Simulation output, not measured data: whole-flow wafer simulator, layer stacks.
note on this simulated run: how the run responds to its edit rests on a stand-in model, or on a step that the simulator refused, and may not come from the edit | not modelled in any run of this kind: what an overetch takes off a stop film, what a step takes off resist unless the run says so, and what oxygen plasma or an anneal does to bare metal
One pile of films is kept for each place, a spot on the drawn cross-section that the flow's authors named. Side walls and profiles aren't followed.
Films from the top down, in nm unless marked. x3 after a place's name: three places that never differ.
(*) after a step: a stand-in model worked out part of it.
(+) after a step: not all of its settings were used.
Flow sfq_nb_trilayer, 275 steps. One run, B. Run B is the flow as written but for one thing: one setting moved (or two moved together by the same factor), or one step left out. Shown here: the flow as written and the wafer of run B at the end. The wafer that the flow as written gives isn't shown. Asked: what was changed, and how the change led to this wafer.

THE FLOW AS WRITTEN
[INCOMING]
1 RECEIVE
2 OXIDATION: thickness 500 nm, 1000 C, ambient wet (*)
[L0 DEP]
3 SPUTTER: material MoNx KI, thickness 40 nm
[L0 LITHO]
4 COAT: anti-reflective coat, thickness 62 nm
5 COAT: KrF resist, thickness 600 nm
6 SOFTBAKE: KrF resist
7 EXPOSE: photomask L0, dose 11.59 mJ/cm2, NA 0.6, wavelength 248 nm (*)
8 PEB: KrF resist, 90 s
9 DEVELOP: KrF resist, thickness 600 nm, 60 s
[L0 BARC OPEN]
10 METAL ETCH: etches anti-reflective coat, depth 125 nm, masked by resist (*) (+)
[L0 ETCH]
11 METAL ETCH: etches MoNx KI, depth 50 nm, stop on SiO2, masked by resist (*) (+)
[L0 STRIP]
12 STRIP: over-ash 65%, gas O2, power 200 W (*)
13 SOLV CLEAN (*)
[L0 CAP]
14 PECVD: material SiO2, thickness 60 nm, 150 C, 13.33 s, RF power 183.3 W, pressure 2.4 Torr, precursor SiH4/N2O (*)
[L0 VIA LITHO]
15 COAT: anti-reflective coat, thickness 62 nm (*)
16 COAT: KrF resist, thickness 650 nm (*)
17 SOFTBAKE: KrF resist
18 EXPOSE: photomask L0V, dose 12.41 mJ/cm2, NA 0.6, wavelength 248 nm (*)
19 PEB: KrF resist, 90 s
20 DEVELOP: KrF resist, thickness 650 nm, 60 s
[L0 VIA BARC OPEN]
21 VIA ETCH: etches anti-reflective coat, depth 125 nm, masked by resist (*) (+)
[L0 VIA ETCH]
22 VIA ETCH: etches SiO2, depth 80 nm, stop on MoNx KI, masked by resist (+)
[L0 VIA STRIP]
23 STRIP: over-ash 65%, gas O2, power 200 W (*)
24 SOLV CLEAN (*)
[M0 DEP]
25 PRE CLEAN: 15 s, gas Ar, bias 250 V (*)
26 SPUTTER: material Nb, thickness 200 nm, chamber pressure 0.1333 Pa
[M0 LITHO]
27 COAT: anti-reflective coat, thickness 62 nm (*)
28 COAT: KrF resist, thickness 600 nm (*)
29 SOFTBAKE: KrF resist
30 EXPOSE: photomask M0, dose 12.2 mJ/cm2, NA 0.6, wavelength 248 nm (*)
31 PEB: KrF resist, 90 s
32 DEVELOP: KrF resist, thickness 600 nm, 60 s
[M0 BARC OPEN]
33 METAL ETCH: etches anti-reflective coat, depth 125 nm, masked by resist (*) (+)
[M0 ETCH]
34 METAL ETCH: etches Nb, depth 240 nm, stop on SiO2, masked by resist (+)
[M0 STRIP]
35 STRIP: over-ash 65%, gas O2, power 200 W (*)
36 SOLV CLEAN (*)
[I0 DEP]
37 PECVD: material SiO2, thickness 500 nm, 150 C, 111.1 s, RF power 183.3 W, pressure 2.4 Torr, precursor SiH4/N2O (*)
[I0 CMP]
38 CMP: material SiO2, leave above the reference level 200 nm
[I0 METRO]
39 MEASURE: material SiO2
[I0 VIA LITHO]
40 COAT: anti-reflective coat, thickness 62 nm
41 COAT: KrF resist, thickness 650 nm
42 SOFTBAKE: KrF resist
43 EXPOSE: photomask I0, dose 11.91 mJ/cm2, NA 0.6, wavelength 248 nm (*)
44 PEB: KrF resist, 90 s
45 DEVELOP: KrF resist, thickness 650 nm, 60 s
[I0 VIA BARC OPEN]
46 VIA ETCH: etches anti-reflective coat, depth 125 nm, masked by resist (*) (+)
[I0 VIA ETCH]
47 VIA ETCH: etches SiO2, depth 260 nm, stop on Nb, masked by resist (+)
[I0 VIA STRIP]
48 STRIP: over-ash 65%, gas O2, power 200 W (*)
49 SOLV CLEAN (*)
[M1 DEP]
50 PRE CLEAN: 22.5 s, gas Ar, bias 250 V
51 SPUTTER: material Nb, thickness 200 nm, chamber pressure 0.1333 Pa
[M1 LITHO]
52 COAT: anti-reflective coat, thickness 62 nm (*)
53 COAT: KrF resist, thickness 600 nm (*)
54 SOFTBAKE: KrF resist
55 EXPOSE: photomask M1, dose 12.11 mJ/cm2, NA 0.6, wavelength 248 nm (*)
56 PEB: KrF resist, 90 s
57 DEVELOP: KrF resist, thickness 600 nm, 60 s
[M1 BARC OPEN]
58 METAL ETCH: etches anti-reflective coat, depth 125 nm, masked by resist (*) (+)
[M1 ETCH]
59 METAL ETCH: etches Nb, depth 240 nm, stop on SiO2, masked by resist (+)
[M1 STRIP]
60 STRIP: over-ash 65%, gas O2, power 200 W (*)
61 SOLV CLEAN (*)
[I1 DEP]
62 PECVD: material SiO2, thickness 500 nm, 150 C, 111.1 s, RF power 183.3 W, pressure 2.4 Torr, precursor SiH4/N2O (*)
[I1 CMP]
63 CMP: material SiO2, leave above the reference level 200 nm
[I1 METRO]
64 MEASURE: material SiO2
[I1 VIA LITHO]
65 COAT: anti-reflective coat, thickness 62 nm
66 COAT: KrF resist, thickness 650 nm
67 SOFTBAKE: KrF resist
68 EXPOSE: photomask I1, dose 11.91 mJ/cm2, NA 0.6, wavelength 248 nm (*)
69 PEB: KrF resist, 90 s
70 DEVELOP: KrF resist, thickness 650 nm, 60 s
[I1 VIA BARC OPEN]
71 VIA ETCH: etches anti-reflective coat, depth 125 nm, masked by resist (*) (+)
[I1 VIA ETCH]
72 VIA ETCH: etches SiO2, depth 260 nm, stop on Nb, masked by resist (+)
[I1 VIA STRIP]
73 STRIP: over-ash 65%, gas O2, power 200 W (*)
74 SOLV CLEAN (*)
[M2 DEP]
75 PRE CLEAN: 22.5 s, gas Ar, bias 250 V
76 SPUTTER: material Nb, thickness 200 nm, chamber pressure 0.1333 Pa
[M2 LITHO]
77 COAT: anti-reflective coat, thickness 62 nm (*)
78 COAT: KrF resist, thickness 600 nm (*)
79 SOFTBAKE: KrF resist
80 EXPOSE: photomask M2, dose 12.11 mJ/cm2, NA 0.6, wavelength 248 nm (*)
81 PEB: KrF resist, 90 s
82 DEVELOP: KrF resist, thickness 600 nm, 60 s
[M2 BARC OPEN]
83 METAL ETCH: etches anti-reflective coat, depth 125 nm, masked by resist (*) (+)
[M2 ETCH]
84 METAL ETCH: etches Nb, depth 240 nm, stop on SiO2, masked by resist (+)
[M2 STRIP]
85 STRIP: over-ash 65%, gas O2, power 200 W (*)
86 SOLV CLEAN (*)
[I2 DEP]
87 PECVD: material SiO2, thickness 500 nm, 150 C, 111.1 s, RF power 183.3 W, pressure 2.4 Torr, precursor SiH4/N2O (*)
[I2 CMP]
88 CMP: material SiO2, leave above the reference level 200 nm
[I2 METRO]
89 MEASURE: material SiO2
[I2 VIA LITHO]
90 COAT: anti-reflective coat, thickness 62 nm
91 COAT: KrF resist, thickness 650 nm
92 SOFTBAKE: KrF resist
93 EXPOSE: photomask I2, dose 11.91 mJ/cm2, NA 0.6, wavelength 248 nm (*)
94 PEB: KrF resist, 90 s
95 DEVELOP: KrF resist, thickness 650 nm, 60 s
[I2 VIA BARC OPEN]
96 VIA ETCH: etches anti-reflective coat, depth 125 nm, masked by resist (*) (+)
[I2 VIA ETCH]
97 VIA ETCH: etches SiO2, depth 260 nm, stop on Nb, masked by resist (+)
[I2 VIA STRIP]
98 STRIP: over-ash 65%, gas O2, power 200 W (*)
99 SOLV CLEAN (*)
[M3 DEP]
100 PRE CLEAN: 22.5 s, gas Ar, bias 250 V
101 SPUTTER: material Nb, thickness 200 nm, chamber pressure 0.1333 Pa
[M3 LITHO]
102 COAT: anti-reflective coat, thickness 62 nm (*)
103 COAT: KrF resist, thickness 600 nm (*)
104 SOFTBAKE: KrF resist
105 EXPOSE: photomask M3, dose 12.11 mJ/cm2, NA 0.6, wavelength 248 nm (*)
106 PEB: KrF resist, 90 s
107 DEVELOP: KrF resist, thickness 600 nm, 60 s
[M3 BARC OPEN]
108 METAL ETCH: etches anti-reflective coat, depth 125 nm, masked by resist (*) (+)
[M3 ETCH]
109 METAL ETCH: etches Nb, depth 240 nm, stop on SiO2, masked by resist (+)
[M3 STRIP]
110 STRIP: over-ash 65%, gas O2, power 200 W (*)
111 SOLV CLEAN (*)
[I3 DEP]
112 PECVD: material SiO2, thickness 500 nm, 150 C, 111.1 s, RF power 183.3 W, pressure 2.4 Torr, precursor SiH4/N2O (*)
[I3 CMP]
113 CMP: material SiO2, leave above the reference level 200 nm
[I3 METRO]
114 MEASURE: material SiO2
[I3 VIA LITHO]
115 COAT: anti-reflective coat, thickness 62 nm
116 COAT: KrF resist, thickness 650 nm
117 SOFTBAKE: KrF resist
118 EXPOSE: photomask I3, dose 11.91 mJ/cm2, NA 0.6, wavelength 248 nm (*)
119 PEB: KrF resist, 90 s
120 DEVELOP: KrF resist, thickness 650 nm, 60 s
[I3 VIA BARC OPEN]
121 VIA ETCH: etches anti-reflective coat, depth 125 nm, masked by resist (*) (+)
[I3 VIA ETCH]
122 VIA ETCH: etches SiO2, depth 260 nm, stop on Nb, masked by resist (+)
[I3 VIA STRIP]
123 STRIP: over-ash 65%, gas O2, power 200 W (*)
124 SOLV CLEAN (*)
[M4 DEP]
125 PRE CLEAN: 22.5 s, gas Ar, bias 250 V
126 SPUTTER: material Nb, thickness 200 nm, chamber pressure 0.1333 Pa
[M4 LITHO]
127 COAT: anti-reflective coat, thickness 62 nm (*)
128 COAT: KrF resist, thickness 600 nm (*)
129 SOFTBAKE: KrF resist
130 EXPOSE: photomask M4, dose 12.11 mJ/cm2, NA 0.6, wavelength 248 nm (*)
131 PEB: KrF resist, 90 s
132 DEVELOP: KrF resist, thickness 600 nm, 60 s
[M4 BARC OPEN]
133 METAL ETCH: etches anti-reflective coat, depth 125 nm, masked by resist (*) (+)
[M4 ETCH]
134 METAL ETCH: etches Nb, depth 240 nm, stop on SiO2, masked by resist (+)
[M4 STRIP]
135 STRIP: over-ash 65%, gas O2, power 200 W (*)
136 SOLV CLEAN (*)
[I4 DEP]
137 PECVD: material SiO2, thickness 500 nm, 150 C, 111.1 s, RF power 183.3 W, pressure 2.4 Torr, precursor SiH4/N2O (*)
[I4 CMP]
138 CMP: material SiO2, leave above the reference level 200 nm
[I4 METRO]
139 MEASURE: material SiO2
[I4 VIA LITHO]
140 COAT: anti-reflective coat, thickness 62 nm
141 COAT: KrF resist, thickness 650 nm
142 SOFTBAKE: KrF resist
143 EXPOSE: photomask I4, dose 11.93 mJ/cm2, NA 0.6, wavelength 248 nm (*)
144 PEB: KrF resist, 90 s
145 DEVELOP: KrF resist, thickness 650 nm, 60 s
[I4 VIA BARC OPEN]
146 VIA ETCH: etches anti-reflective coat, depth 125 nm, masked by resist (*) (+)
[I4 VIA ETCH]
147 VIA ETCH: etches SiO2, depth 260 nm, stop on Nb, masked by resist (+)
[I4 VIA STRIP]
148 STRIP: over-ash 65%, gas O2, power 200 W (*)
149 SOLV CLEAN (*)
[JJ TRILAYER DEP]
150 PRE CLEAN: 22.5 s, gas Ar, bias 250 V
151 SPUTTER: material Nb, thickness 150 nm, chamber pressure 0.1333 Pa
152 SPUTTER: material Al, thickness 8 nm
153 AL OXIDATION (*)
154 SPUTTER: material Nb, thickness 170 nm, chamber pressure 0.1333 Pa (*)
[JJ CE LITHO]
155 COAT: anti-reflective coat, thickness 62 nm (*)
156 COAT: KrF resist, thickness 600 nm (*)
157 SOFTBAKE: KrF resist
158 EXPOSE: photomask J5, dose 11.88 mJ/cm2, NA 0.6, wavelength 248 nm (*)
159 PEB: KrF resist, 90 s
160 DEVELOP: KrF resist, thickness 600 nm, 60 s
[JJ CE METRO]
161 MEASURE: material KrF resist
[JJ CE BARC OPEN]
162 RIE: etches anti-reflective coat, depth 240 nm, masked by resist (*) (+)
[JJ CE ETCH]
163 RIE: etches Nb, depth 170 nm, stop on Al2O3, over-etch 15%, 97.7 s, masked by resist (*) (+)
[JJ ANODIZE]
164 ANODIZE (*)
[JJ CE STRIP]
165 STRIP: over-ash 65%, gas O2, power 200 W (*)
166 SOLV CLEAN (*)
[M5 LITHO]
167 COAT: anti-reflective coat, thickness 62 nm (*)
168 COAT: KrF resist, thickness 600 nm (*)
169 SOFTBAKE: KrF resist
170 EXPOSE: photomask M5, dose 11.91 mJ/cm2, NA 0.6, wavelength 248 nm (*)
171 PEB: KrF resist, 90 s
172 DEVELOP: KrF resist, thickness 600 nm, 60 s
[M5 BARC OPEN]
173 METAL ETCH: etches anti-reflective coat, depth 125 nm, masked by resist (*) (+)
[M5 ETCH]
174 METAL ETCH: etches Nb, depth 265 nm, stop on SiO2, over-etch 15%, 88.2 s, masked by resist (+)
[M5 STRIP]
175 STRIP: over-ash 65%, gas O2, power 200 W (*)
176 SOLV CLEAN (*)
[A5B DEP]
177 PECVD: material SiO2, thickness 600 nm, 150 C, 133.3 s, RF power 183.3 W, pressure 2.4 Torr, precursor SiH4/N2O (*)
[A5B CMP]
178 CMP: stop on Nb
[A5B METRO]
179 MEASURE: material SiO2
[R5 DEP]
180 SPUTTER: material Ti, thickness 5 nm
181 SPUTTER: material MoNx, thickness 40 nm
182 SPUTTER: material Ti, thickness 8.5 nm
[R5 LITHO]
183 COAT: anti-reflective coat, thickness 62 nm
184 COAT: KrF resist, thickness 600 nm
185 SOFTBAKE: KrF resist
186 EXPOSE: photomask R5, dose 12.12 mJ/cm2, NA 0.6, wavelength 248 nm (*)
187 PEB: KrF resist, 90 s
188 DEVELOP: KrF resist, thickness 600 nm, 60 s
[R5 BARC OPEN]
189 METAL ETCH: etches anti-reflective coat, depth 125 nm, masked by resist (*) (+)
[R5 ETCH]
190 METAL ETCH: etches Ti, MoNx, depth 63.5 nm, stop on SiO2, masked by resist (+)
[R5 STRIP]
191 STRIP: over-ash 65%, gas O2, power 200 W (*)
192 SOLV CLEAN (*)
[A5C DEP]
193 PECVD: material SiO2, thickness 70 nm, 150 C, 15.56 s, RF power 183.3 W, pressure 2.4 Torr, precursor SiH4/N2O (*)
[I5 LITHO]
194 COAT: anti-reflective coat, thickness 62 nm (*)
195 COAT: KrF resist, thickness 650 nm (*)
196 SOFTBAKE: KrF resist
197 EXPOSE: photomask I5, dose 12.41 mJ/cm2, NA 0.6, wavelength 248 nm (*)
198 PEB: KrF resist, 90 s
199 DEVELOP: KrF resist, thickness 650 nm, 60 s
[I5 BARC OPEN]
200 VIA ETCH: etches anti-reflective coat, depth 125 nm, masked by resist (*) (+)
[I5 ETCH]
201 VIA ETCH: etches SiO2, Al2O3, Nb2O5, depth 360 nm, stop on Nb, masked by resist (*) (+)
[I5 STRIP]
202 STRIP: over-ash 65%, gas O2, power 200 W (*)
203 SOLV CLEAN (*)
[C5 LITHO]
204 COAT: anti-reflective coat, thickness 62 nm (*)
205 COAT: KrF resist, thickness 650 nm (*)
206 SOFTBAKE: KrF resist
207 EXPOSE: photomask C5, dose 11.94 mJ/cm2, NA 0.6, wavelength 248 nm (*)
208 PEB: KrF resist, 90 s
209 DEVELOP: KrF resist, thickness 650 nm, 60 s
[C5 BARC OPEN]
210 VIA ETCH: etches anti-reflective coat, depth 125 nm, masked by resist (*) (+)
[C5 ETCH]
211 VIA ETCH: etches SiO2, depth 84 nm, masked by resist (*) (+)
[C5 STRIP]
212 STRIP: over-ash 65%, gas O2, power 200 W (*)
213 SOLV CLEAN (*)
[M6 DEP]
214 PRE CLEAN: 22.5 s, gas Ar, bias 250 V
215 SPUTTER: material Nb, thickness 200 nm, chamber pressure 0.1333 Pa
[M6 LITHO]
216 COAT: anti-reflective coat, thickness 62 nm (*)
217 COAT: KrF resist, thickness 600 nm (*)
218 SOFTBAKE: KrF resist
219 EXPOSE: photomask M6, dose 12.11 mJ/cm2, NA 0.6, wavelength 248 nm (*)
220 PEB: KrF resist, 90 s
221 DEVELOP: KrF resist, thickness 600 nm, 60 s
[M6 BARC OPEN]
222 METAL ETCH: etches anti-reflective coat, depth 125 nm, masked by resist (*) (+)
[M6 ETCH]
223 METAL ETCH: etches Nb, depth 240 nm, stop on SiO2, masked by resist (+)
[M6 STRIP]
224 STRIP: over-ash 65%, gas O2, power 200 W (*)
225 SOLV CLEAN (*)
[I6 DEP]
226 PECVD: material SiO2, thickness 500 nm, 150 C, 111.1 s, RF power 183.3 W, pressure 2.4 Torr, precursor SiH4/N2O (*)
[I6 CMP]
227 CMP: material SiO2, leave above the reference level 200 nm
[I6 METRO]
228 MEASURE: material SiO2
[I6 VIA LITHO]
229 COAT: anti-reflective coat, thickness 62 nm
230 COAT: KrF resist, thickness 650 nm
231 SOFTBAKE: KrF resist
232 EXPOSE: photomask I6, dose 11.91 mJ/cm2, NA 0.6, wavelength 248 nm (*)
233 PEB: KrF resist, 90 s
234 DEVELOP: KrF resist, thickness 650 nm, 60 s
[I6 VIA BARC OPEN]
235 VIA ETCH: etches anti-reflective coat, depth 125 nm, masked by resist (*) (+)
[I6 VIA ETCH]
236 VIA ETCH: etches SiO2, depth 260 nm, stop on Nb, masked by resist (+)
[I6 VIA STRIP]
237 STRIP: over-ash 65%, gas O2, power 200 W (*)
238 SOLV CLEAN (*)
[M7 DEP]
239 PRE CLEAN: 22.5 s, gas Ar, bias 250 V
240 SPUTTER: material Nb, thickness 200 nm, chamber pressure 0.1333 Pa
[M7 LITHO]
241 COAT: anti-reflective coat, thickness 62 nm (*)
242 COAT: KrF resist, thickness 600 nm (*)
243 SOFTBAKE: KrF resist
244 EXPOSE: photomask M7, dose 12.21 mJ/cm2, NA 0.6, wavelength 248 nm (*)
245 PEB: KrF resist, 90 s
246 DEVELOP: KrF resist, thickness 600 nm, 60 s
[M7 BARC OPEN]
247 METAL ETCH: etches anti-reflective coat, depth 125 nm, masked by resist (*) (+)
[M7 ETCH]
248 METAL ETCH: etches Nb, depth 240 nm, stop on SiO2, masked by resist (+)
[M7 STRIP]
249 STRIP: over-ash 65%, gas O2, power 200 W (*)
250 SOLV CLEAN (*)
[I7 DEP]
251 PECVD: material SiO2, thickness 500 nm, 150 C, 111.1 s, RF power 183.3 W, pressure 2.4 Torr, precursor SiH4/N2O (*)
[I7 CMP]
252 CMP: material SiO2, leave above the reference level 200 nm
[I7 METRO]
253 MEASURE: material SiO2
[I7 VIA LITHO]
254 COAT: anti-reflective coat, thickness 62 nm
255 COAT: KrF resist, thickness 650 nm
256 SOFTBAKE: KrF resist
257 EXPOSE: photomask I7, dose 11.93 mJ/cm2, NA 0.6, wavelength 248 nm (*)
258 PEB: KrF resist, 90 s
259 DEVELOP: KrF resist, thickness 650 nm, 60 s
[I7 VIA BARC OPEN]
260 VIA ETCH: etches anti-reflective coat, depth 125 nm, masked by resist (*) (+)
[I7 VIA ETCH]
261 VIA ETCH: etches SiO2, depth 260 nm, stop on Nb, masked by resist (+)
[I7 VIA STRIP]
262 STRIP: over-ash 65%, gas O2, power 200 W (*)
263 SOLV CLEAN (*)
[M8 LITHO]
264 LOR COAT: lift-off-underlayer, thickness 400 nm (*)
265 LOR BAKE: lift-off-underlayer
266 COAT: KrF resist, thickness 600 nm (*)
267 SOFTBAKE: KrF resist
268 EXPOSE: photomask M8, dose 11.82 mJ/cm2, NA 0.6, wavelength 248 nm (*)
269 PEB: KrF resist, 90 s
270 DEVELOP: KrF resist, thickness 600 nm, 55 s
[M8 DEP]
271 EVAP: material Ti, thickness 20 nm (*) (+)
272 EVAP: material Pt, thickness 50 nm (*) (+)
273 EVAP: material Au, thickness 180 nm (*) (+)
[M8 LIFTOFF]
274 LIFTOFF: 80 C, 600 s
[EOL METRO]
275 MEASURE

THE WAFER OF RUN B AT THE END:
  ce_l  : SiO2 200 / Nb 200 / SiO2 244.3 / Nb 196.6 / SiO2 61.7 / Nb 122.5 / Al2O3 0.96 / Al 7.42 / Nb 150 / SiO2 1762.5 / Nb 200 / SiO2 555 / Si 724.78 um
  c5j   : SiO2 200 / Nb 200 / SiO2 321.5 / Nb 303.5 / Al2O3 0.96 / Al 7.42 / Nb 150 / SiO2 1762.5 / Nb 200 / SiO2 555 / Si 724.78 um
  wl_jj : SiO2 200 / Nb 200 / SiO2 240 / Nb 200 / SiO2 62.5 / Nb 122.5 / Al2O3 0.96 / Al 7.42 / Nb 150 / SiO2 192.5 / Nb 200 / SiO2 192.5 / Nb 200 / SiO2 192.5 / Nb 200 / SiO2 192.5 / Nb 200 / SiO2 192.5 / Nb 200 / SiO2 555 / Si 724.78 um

The cause: step 190, METAL ETCH: depth 101 nm was run, where the flow has depth 63.5 nm.

How the change led to this, step by step:
  190 METAL ETCH: etches Ti, MoNx, depth 63.5 nm, stop on SiO2, masked by resist (+)
      be_r, r_sur, res, r_end, r5r_line_l, r5r_line_c, r5r_line_r: KrF resist -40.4 (as written it would be: KrF resist -25.4)
      ce_l, c5j, ce_r, wl_jj: Ti -8.5 (all of it), MoNx -40 (all of it), Ti -5 (all of it), Nb -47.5 (as written it would be: Ti -8.5 (all of it), MoNx -40 (all of it), Ti -5 (all of it), Nb -10)
  191 STRIP: over-ash 65%, gas O2, power 200 W (*)
      be_r, r_sur, res, r_end, r5r_line_l, r5r_line_c, r5r_line_r: KrF resist -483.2 (all of it), anti-reflective coat -62 (all of it) (as written it would be: KrF resist -498.2 (all of it), anti-reflective coat -62 (all of it))
  194 COAT: anti-reflective coat, thickness 62 nm (*)
      wl_j_sl, wl_j_sr: anti-reflective coat +54.6 (new film) (as written it would be: anti-reflective coat +60.2 (new film))
      jj_sur: anti-reflective coat +55.1 (new film) (as written it would be: anti-reflective coat +60.8 (new film))
      (and at 5 more places)
  195 COAT: KrF resist, thickness 650 nm (*)
      c5j: KrF resist +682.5 (new film) (as written it would be: KrF resist +662.7 (new film))
      wl_jj: KrF resist +673.2 (new film) (as written it would be: KrF resist +654.8 (new film))
  202 STRIP: over-ash 65%, gas O2, power 200 W (*)
      wl_j_sl, wl_j_sr: KrF resist -332.9 (all of it), anti-reflective coat -54.6 (all of it) (as written it would be: KrF resist -333.3 (all of it), anti-reflective coat -60.2 (all of it))
      jj_sur: KrF resist -337.1 (all of it), anti-reflective coat -55.1 (all of it) (as written it would be: KrF resist -337.2 (all of it), anti-reflective coat -60.8 (all of it))
      (and at 5 more places)
  204 COAT: anti-reflective coat, thickness 62 nm (*)
      wl_j_sl, wl_j_sr: anti-reflective coat +54.6 (new film) (as written it would be: anti-reflective coat +60.2 (new film))
      jj_sur: anti-reflective coat +53.8 (new film) (as written it would be: anti-reflective coat +59.5 (new film))
      (and at 5 more places)
  205 COAT: KrF resist, thickness 650 nm (*)
      c5j: KrF resist +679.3 (new film) (as written it would be: KrF resist +659.4 (new film))
      wl_jj: KrF resist +673.2 (new film) (as written it would be: KrF resist +654.8 (new film))
  209 DEVELOP: KrF resist, thickness 650 nm, 60 s
      c5j: KrF resist -677.9 (all of it) (as written it would be: KrF resist -658.1 (all of it))
  210 VIA ETCH: etches anti-reflective coat, depth 125 nm, masked by resist (*) (+)
      c5j: anti-reflective coat -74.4 (all of it), SiO2 -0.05 (as written it would be: anti-reflective coat -63.9 (all of it), SiO2 -0.11)
  212 STRIP: over-ash 65%, gas O2, power 200 W (*)
      wl_j_sl, wl_j_sr: KrF resist -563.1 (all of it), anti-reflective coat -54.6 (all of it) (as written it would be: KrF resist -563.4 (all of it), anti-reflective coat -60.2 (all of it))
      jj_sur: KrF resist -561.9 (all of it), anti-reflective coat -53.8 (all of it) (as written it would be: KrF resist -562 (all of it), anti-reflective coat -59.5 (all of it))
      (and at 4 more places)
  216 COAT: anti-reflective coat, thickness 62 nm (*)
      wl_j_sl, wl_j_sr: anti-reflective coat +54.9 (new film) (as written it would be: anti-reflective coat +60.2 (new film))
      jj_sur: anti-reflective coat +50.5 (new film) (as written it would be: anti-reflective coat +56.1 (new film))
      (and at 5 more places)
  217 COAT: KrF resist, thickness 600 nm (*)
      ce_l: KrF resist +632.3 (new film) (as written it would be: KrF resist +614.7 (new film))
      c5j: KrF resist +656.5 (new film) (as written it would be: KrF resist +636 (new film))
      (and at 2 more places)
  224 STRIP: over-ash 65%, gas O2, power 200 W (*)
      wl_j_sl, wl_j_sr: KrF resist -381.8 (all of it), anti-reflective coat -54.9 (all of it) (as written it would be: KrF resist -382.5 (all of it), anti-reflective coat -60.2 (all of it))
      jj_sur: KrF resist -377.8 (all of it), anti-reflective coat -50.5 (all of it) (as written it would be: KrF resist -378.5 (all of it), anti-reflective coat -56.1 (all of it))
      (and at 5 more places)
  227 CMP: material SiO2, leave above the reference level 200 nm
      ce_l, ce_r: SiO2 -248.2 (as written it would be: SiO2 -290)
      c5j: SiO2 -181.2 (as written it would be: SiO2 -223)
      (and at 1 more place)
